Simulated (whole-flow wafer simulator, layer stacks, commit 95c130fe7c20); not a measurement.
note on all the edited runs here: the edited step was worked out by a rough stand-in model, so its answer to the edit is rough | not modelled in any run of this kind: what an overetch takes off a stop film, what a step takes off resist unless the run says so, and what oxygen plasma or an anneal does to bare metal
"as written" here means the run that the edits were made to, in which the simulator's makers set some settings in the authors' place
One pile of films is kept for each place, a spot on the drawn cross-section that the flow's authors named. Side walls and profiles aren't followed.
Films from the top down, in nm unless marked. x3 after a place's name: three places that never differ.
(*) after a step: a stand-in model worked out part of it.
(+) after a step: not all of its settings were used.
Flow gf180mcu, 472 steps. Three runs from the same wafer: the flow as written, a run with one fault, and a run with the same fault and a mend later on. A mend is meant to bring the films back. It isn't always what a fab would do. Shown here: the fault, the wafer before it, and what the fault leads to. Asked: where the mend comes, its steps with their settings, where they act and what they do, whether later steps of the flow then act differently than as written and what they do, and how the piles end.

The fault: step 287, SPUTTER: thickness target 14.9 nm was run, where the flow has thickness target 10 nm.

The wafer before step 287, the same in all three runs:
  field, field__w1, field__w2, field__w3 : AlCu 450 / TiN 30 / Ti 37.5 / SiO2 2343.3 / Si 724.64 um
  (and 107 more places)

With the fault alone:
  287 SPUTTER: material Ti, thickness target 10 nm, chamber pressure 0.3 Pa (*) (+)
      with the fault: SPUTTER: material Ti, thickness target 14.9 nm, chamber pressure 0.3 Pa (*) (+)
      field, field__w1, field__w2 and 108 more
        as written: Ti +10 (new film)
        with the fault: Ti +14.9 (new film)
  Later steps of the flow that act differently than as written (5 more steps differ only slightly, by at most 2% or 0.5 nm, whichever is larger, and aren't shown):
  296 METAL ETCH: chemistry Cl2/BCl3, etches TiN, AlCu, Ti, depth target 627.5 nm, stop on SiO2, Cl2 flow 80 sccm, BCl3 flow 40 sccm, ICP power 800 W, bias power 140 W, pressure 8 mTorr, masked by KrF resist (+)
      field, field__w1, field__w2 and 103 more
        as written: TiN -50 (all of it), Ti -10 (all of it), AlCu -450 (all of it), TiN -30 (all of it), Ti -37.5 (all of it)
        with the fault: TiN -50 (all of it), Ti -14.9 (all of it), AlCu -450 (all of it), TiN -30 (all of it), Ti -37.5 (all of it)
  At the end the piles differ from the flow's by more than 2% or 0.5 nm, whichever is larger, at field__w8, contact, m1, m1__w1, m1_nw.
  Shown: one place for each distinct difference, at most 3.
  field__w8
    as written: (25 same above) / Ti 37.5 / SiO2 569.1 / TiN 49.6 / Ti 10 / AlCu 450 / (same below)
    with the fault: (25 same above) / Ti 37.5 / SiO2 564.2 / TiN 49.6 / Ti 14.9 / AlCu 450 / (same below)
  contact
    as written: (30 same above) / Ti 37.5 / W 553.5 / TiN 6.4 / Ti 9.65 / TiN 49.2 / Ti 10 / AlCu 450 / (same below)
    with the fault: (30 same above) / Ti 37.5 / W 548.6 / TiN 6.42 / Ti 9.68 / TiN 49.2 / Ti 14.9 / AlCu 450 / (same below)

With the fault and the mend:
  The mend comes after step 287.
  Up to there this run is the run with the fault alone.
  287a METAL ETCH: chemistry Cl2/BCl3, etches TiN, AlCu, Ti, depth target 4.9 nm, Cl2 flow 80 sccm, BCl3 flow 40 sccm, ICP power 800 W, bias power 140 W, pressure 8 mTorr (the flow's step 260 once more, with other settings)
      field, field__w1, field__w2 and 108 more
        Ti -4.9
  No later step of the flow acts differently than as written at any place that is followed.
  At the end the piles are the same as the flow's at every place that both follow.
